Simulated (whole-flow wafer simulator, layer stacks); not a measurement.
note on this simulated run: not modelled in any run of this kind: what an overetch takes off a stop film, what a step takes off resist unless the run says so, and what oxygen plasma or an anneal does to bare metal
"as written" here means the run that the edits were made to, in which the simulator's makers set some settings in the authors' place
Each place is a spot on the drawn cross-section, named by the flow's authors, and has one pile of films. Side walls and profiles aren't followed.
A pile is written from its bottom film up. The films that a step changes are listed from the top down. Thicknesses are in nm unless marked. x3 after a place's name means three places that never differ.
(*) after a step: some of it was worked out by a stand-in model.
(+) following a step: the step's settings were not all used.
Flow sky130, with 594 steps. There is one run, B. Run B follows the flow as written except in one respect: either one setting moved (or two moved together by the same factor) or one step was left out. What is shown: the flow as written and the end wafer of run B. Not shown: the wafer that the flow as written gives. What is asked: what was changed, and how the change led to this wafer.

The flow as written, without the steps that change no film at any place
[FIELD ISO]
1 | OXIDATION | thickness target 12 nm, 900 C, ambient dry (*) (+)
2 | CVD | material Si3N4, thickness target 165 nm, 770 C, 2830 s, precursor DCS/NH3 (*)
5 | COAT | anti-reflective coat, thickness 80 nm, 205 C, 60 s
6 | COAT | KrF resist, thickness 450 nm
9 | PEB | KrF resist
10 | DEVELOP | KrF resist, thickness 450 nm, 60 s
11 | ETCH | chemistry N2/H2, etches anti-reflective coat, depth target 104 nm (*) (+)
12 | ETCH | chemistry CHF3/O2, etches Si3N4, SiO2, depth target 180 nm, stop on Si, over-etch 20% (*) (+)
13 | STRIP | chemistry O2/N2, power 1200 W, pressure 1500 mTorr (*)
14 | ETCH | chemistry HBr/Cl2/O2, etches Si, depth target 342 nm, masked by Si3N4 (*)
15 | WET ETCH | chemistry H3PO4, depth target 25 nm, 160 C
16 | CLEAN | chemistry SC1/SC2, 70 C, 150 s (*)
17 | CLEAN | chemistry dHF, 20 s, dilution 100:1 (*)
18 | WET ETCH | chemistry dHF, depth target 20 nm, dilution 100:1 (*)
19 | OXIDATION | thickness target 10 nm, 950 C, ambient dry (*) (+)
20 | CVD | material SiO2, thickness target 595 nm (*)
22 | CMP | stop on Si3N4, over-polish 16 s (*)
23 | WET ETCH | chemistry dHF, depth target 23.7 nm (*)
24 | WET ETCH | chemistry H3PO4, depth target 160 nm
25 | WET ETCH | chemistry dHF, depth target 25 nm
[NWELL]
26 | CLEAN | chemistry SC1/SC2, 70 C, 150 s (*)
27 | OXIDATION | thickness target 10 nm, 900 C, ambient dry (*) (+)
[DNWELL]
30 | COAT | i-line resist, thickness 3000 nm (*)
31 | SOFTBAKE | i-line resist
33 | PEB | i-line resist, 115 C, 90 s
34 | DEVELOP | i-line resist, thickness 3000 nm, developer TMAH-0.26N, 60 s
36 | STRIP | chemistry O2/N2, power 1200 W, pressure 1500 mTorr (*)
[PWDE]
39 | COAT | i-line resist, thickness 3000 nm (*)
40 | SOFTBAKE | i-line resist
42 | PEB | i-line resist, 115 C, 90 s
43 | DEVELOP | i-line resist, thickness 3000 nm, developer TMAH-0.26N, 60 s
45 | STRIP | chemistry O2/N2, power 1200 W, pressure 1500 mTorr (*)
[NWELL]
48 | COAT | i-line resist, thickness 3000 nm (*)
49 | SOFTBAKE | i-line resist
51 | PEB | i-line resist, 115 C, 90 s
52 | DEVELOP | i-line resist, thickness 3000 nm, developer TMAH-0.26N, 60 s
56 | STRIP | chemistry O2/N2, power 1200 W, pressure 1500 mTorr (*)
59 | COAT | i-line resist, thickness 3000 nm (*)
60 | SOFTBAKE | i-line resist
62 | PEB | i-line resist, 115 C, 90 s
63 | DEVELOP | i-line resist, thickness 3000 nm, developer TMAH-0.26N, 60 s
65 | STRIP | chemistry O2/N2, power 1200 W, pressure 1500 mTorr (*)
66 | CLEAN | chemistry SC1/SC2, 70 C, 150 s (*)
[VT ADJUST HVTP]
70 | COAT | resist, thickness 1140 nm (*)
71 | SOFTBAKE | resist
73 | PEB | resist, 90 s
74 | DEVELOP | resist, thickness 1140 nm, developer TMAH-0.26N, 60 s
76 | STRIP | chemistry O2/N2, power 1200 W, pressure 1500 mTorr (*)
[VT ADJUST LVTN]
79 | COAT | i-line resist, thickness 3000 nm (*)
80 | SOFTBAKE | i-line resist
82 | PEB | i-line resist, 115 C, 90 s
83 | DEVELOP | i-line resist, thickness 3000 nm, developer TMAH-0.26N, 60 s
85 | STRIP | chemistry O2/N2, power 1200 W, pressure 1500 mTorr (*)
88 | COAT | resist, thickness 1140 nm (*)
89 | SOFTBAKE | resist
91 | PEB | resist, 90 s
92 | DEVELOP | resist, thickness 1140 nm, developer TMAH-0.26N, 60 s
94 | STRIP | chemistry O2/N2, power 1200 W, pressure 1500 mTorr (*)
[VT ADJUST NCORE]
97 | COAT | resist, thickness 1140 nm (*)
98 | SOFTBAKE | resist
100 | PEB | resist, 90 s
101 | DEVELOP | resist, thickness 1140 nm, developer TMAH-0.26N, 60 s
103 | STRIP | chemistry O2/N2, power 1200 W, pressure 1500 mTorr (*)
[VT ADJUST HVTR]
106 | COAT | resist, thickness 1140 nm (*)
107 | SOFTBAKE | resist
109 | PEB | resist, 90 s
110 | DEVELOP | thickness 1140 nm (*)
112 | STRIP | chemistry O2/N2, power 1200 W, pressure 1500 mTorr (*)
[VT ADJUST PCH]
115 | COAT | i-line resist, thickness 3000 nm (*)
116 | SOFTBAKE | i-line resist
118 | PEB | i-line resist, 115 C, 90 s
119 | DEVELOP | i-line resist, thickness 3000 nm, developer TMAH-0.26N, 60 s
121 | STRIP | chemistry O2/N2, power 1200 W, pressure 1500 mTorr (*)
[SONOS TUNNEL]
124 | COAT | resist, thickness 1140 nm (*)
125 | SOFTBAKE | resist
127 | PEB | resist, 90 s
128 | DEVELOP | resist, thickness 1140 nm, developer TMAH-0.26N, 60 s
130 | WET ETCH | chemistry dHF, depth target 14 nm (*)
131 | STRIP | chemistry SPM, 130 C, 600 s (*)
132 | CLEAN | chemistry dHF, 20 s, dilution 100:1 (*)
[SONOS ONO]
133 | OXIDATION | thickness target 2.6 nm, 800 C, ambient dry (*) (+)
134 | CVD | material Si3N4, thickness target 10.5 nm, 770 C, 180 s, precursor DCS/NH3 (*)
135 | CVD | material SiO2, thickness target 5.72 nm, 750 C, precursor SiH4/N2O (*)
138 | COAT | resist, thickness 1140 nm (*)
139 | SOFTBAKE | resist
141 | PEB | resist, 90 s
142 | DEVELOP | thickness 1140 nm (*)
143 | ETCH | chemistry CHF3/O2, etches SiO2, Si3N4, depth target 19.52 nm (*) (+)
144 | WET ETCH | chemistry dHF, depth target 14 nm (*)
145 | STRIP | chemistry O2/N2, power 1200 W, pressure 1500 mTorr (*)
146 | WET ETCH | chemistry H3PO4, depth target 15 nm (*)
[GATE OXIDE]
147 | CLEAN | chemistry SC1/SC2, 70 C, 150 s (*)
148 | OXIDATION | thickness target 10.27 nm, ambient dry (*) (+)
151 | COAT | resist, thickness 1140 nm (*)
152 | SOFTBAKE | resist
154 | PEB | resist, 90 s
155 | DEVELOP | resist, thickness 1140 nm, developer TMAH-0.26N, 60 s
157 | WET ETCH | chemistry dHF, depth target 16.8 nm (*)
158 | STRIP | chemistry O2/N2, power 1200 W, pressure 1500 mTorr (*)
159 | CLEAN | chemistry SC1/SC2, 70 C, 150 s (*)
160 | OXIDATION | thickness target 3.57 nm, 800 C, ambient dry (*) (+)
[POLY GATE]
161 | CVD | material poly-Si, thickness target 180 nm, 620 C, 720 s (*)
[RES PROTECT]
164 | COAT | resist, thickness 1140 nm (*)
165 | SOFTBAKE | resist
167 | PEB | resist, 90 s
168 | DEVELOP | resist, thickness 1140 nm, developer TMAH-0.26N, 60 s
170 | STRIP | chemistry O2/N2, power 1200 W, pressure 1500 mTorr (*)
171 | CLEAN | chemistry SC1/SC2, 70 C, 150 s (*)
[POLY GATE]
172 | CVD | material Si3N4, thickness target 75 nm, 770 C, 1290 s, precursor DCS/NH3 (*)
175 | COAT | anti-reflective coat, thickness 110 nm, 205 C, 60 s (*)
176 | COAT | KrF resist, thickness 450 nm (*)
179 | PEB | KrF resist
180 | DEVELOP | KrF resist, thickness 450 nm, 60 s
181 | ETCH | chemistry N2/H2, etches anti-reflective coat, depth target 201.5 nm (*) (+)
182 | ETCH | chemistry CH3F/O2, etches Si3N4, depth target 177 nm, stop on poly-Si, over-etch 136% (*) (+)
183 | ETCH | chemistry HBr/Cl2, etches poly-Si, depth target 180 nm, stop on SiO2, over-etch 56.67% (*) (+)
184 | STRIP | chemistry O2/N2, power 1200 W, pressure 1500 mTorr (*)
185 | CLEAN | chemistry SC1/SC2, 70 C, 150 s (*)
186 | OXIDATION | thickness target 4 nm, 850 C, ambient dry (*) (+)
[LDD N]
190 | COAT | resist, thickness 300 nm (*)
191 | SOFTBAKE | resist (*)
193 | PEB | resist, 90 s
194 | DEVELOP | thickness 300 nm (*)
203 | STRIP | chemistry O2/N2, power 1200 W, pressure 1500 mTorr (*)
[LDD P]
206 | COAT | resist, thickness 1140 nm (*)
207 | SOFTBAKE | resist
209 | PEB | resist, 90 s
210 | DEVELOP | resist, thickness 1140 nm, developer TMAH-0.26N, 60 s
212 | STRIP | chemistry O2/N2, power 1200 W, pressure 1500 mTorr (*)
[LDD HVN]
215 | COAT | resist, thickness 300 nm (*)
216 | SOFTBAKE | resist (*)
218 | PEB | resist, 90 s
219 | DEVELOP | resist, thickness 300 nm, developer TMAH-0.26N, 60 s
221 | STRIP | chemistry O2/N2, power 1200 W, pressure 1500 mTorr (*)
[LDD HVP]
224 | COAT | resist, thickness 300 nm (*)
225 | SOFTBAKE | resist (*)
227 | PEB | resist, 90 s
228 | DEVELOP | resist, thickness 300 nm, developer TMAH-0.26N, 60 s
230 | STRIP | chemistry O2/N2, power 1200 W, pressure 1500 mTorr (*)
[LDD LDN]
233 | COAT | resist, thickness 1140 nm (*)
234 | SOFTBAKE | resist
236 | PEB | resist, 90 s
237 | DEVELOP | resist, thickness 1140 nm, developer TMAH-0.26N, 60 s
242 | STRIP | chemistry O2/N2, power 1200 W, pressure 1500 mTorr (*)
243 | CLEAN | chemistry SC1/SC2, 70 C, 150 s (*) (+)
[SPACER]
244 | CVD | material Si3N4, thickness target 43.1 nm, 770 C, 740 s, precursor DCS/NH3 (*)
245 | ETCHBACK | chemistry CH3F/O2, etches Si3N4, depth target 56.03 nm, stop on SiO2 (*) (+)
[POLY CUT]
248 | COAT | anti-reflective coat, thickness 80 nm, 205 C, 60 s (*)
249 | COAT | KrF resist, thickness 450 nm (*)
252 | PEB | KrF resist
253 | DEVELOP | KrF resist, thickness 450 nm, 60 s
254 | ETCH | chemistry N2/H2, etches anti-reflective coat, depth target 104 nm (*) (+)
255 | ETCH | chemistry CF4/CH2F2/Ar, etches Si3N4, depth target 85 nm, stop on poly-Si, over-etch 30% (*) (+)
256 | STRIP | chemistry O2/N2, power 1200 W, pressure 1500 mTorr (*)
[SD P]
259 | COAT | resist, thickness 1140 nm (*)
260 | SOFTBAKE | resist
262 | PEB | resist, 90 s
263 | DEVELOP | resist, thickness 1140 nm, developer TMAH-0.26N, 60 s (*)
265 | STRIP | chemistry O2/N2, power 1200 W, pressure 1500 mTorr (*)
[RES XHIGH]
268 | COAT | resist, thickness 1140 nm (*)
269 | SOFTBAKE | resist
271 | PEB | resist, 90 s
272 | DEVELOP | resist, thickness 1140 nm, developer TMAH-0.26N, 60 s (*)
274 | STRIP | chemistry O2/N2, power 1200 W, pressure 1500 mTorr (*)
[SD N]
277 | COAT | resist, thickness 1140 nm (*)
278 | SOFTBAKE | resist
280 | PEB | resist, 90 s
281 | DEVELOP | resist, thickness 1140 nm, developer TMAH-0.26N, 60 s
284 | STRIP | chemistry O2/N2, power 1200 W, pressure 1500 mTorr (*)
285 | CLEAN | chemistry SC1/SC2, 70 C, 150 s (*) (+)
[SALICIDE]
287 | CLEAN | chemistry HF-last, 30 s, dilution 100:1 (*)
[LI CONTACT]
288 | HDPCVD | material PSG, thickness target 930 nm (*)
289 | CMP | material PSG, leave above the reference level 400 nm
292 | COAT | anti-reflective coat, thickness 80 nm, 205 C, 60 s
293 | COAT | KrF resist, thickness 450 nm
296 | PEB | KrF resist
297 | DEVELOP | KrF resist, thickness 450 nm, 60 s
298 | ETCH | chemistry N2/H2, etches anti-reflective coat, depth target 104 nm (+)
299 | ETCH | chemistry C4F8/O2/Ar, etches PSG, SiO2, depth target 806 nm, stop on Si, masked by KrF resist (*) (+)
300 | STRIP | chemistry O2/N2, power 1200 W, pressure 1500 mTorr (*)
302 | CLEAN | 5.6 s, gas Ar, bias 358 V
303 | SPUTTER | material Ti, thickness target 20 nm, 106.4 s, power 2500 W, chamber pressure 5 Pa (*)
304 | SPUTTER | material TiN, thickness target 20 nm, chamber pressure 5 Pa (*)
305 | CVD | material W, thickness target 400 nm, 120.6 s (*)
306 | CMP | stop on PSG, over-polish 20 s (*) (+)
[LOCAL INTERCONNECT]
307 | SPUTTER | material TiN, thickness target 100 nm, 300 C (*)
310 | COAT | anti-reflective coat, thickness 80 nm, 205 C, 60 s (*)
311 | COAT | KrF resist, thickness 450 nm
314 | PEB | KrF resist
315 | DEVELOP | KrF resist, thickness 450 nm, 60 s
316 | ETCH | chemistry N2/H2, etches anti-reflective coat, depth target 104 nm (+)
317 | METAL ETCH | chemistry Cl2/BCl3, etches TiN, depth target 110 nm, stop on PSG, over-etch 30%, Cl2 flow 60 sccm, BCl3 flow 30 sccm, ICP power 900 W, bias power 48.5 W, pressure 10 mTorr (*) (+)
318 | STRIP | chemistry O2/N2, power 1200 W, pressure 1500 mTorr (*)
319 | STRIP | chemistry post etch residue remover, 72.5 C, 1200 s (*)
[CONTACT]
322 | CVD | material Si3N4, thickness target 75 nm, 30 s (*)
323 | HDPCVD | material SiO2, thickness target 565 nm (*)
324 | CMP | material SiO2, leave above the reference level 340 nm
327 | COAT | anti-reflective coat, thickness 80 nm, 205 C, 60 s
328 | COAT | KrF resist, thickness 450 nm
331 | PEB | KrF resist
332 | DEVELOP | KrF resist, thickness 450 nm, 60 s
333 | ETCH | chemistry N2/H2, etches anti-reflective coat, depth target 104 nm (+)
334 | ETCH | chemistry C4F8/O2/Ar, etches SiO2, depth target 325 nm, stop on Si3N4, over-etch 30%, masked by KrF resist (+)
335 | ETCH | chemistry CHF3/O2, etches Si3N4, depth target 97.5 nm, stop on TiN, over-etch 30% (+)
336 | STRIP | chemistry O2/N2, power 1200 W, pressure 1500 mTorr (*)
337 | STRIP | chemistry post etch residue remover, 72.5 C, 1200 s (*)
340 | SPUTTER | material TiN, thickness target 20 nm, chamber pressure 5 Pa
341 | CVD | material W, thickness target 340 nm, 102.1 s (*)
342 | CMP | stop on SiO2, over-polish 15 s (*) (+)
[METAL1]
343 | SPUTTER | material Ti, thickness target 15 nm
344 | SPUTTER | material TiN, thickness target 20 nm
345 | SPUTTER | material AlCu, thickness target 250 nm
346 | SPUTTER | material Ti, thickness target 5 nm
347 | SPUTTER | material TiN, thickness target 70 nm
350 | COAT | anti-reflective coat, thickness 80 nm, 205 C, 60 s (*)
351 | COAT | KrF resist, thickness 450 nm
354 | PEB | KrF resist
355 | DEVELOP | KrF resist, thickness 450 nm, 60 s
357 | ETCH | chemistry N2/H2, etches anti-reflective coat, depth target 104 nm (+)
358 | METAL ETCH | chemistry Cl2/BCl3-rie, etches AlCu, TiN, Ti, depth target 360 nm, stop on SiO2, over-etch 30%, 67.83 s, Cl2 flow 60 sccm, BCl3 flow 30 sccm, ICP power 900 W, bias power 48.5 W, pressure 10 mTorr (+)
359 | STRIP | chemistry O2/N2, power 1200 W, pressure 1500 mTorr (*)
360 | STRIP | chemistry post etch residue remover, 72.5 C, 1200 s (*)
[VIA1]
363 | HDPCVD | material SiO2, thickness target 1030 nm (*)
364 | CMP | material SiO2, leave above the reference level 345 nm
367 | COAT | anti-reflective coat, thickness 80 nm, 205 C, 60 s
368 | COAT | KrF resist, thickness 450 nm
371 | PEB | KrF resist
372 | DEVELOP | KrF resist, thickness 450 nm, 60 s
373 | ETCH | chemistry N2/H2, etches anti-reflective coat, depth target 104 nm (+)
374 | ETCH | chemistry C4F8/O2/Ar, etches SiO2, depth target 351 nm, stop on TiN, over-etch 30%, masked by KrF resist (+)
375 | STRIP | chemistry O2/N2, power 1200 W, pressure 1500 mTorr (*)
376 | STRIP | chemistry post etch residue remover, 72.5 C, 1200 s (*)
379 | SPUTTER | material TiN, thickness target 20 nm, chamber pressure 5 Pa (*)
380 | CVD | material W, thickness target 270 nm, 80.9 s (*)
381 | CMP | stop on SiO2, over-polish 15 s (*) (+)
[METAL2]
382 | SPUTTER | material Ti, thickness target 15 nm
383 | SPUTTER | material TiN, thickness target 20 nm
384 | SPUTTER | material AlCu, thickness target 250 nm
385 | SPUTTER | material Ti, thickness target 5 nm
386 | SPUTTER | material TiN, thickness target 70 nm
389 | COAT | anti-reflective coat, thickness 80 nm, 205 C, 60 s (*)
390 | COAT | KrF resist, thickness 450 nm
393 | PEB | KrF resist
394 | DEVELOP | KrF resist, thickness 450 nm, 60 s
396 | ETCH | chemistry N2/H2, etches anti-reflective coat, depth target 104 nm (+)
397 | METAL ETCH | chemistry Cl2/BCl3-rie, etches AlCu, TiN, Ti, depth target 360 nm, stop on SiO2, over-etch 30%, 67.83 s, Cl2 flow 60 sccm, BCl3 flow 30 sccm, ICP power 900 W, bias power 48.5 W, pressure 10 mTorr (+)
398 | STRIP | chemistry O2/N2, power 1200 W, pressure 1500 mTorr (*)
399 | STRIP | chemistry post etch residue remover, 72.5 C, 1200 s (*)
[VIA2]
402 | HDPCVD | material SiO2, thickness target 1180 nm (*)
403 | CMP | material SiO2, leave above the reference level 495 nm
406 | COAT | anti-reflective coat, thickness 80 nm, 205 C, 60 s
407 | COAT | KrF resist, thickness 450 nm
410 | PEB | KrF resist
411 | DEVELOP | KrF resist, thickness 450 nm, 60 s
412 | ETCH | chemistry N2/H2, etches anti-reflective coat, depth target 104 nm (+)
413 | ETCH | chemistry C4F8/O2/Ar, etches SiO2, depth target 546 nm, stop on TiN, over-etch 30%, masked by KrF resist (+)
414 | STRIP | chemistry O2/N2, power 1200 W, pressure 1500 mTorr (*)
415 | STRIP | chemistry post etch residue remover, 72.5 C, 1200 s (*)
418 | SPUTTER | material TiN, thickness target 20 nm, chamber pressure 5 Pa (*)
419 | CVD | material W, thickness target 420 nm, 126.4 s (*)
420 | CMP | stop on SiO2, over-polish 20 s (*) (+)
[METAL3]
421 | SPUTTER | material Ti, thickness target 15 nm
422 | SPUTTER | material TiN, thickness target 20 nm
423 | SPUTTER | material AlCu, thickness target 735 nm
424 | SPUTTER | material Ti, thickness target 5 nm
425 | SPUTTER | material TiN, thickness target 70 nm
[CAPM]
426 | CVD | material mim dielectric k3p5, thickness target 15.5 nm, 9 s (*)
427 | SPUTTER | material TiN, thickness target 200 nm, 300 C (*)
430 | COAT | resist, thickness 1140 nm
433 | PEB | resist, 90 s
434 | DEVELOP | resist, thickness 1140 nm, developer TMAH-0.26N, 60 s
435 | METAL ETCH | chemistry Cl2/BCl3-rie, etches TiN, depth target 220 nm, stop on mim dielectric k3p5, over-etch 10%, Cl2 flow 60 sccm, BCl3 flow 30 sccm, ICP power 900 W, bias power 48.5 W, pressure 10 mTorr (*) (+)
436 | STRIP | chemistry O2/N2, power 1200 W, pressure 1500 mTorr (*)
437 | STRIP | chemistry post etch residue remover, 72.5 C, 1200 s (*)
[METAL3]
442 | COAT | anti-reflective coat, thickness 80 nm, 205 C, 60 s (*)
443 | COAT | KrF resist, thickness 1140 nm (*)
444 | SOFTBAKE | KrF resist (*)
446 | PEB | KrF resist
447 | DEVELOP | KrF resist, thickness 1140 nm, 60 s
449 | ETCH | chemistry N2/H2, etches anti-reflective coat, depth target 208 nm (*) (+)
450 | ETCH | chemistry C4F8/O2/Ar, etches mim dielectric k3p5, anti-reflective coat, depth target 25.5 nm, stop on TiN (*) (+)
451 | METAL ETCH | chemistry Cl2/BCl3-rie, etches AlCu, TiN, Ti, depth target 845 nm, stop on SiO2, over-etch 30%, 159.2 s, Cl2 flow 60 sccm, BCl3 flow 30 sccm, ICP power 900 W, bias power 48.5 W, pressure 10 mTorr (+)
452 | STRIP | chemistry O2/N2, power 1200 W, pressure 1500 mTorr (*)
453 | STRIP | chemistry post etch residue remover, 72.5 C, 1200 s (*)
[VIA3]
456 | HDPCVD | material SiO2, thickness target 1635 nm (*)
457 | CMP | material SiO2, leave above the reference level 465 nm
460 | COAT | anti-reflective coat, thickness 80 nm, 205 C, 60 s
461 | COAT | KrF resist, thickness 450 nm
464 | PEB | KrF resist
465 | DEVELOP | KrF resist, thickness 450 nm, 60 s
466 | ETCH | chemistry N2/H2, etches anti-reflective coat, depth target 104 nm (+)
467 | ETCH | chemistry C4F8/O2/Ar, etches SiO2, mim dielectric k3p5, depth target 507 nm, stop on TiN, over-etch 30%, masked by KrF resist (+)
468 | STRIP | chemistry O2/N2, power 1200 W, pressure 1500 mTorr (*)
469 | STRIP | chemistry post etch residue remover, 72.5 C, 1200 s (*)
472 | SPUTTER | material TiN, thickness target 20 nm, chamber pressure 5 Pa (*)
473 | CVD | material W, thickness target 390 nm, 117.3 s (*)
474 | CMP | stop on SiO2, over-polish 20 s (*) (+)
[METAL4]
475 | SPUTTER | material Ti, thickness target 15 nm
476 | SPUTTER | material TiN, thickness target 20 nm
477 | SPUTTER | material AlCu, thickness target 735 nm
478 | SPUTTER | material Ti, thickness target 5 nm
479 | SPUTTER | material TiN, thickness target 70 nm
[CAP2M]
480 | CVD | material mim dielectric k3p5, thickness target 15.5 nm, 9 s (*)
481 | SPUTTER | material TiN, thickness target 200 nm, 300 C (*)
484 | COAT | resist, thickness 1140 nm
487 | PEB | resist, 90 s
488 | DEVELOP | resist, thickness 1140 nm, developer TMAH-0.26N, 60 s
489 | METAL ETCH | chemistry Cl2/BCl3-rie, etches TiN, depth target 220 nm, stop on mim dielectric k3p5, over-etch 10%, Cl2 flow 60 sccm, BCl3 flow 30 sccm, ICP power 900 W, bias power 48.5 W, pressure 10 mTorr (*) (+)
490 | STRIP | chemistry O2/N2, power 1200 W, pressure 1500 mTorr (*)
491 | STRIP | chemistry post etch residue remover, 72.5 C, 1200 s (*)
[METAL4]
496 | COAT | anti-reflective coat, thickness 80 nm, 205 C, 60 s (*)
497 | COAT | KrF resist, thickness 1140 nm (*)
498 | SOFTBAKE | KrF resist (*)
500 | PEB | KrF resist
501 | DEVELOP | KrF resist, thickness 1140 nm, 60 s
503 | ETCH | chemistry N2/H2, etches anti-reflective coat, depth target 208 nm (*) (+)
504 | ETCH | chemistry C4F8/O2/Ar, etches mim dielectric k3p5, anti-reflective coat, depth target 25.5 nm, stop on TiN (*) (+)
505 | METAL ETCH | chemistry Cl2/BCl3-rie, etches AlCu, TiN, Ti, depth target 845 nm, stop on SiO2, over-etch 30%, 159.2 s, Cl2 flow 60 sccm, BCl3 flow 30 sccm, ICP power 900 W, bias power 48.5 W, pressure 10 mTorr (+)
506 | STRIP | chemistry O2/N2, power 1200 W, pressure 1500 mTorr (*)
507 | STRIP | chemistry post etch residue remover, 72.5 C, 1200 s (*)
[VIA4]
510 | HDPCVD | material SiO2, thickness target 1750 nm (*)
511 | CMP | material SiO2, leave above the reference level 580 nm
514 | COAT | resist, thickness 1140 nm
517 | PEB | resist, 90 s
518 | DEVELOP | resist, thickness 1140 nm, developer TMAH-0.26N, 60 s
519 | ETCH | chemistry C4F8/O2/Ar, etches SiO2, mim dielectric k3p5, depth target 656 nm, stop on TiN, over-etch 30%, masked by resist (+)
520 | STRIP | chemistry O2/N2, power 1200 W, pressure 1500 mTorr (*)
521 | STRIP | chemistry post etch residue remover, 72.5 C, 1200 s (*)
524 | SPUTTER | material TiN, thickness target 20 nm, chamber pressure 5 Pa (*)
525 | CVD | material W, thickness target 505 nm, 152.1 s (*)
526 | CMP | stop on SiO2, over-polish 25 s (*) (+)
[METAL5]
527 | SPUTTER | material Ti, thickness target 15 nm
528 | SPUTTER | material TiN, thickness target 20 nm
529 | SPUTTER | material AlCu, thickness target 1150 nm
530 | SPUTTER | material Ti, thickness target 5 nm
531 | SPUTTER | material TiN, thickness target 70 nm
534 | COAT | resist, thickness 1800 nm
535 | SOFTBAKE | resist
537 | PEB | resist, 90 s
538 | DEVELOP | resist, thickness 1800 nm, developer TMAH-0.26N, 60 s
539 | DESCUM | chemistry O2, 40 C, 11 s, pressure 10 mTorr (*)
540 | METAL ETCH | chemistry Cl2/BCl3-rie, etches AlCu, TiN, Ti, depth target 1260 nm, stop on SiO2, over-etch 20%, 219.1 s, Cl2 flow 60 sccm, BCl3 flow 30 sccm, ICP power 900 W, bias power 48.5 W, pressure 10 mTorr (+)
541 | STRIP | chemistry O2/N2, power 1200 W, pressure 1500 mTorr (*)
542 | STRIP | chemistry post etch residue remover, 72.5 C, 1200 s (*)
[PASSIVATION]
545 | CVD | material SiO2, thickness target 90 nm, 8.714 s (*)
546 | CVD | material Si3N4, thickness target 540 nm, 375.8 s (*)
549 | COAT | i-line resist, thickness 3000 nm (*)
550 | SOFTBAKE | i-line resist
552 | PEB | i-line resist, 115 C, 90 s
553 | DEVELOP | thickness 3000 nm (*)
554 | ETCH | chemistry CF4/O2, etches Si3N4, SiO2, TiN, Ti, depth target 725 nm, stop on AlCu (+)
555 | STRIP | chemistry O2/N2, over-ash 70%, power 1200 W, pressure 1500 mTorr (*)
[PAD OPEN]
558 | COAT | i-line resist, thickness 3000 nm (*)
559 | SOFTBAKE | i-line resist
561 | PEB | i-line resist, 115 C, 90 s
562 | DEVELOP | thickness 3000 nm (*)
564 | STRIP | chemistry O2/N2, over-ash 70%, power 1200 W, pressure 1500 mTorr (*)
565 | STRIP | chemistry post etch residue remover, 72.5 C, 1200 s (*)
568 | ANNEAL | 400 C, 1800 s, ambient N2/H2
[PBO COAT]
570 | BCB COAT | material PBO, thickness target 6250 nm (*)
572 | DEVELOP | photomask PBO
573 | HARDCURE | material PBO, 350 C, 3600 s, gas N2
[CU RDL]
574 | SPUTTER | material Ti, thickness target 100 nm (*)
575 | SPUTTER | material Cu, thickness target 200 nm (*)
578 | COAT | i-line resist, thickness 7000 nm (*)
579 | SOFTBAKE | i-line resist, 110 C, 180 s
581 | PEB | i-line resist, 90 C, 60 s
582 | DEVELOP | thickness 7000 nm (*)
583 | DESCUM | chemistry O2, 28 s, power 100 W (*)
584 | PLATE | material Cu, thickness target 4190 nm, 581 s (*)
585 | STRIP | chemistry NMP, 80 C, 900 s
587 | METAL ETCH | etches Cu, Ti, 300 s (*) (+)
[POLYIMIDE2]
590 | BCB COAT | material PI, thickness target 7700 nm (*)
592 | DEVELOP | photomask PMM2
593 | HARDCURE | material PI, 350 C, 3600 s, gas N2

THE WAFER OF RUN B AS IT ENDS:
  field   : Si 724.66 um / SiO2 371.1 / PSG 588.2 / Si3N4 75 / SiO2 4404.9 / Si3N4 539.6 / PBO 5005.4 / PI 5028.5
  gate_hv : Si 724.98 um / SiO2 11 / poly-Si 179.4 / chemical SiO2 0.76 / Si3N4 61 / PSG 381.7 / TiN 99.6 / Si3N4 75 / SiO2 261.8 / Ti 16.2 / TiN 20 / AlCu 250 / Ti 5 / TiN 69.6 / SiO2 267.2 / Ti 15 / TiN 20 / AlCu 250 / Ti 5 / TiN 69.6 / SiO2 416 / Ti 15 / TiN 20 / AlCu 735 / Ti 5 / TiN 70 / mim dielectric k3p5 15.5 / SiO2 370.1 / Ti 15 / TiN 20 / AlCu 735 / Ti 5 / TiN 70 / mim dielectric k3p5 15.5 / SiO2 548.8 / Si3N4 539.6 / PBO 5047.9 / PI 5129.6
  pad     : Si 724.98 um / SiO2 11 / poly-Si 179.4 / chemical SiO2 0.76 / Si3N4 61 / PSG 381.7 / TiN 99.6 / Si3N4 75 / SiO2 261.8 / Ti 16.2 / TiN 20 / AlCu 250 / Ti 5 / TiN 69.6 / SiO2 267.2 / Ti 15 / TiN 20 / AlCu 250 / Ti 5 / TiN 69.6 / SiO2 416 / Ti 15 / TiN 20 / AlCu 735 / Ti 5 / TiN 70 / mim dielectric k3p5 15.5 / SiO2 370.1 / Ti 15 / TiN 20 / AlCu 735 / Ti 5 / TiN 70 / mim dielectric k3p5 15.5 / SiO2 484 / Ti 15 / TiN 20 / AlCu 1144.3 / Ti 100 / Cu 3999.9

What caused this: step 343, SPUTTER: thickness target 16.2 nm was run, while the flow as written has thickness target 15 nm.
The wafer lets one read it off: gate_hv has Ti 16.2, and step 343 as written asks for 15 nm.

Step by step, how the change led to this:
  343 | SPUTTER | material Ti, thickness target 15 nm
      field, active, n_well and 188 more: +16.2 Ti (new film) (it would be, as written: +15 Ti (new film))
  358 | METAL ETCH | chemistry Cl2/BCl3-rie, etches AlCu, TiN, Ti, depth target 360 nm, stop on SiO2, over-etch 30%, 67.83 s, Cl2 flow 60 sccm, BCl3 flow 30 sccm, ICP power 900 W, bias power 48.5 W, pressure 10 mTorr (+)
      field, active, gate and 81 more: -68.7 TiN (all of it), -5 Ti (all of it), -250 AlCu (all of it), -20 TiN (all of it), -16.2 Ti (all of it), -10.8 SiO2 (it would be, as written: -68.7 TiN (all of it), -5 Ti (all of it), -250 AlCu (all of it), -20 TiN (all of it), -15 Ti (all of it), -10.9 SiO2)
